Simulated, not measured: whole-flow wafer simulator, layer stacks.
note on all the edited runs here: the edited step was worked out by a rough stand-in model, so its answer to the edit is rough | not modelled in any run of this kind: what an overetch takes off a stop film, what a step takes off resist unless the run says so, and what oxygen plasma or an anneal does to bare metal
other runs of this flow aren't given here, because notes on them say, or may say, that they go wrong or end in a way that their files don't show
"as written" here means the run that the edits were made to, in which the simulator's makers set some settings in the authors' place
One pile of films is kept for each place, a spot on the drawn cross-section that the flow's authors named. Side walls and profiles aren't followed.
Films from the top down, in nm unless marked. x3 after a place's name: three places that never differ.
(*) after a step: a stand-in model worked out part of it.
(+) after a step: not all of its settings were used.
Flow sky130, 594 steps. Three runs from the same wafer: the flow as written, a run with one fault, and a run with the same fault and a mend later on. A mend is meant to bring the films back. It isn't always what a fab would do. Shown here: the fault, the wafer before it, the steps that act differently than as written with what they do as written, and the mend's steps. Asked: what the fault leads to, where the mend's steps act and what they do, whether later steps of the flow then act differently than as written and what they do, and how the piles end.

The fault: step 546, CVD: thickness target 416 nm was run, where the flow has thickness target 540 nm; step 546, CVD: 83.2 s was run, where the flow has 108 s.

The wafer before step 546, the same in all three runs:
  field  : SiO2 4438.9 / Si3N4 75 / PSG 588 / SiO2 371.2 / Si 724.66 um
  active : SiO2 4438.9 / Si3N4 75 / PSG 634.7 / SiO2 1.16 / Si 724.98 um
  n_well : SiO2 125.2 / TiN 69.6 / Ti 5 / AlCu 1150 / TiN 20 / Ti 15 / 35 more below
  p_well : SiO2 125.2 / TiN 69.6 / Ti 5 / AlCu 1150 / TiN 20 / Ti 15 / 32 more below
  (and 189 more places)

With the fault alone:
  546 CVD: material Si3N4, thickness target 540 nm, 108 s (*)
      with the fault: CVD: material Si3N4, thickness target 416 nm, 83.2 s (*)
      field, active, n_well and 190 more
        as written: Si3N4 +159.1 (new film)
        with the fault: Si3N4 +122.6 (new film)
  Later steps of the flow that act differently than as written (15 more steps differ only slightly, by at most 2% or 0.5 nm, whichever is larger, and aren't shown):
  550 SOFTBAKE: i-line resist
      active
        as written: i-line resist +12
        with the fault: i-line resist +11.2
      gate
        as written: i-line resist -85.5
        with the fault: i-line resist -83.2
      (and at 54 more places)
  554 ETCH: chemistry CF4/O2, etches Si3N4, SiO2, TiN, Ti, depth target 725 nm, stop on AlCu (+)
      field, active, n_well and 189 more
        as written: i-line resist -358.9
        with the fault: i-line resist -322.4
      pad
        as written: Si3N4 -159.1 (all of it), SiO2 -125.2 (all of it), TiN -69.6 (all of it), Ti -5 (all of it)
        with the fault: Si3N4 -122.6 (all of it), SiO2 -125.2 (all of it), TiN -69.6 (all of it), Ti -5 (all of it)
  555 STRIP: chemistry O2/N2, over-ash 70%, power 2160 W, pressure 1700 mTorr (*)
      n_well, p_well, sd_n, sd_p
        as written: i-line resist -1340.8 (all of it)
        with the fault: i-line resist -1377.3 (all of it)
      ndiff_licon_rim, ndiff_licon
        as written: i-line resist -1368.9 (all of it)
        with the fault: i-line resist -1402.5 (all of it)
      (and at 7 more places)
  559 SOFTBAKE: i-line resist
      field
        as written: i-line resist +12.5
        with the fault: i-line resist +11.7
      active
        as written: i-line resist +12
        with the fault: i-line resist +11.2
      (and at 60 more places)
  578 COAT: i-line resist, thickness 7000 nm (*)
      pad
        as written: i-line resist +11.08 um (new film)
        with the fault: i-line resist +11.05 um (new film)
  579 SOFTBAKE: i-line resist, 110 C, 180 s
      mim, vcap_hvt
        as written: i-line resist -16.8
        with the fault: i-line resist -16.2
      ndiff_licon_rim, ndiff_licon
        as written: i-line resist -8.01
        with the fault: i-line resist -7.45
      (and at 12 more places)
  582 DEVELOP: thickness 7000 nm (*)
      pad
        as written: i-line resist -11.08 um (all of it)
        with the fault: i-line resist -11.05 um (all of it)
  At the end the piles differ from the flow's by more than 2% or 0.5 nm, whichever is larger, at field, active, n_well and 189 more.
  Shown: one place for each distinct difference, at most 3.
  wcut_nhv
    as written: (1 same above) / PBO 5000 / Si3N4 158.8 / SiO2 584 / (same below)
    with the fault: (1 same above) / PBO 5000 / Si3N4 122.3 / SiO2 584 / (same below)
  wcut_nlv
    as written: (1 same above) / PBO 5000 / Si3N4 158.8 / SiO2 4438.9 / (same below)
    with the fault: (1 same above) / PBO 5000 / Si3N4 122.3 / SiO2 4438.9 / (same below)
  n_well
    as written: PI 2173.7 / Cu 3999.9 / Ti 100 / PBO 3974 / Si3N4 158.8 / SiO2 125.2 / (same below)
    with the fault: PI 2173.5 / Cu 3999.9 / Ti 100 / PBO 3973.9 / Si3N4 122.3 / SiO2 125.2 / (same below)

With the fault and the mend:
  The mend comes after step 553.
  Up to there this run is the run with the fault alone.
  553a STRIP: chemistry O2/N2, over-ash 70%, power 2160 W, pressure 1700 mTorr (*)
      gate_hv, dice_street, iso_guard and 83 more
        i-line resist -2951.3 (all of it)
      n_well, p_well, sd_n, sd_p
        i-line resist -1699.7 (all of it)
      mim_edge_plate_strap, mim_edge_plate, mim_edge_gap, mim_edge_gap_sheet
        i-line resist -2961.8 (all of it)
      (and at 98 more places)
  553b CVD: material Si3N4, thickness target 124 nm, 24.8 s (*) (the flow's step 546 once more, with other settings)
      field, active, n_well and 190 more
        Si3N4 +36.6
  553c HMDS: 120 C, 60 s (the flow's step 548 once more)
      changes no film at any place that is followed
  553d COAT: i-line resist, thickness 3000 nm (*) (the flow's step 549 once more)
      gate_hv, dice_street, iso_guard and 83 more
        i-line resist +3000 (new film)
      n_well, p_well, sd_n, sd_p, pad
        i-line resist +1726 (new film)
      active, active_p_lvt, field_nw, iso_guard_nw
        i-line resist +3005.4 (new film)
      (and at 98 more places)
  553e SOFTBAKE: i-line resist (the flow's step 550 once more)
      drift_dnw, rpo_hd_licon
        i-line resist -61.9
      gate_p_lvt, iso_guard_hv_nw
        i-line resist +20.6
      field
        i-line resist -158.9
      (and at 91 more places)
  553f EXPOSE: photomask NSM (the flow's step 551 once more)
      changes no film at any place that is followed
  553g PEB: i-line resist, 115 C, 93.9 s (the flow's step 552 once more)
      gate_hv, dice_street, iso_guard and 92 more
        i-line resist -48.7
      gate, spacer, sonos_cell and 15 more
        i-line resist -49.2
      vpp_tail, sti_nw, ndiff_ln and 8 more
        i-line resist -48.8
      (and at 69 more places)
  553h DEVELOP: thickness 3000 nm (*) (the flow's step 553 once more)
      pwell_dnw, vpp_tail, vpp_guard and 18 more
        i-line resist -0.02
      pad
        i-line resist -1699.7 (all of it)
  No later step of the flow acts differently than as written, at any place that is followed, by more than 2% or 0.5 nm, whichever is larger.
  At the end the piles differ from the flow's only slightly at the places that both follow, by at most 2% or 0.5 nm, whichever is larger.
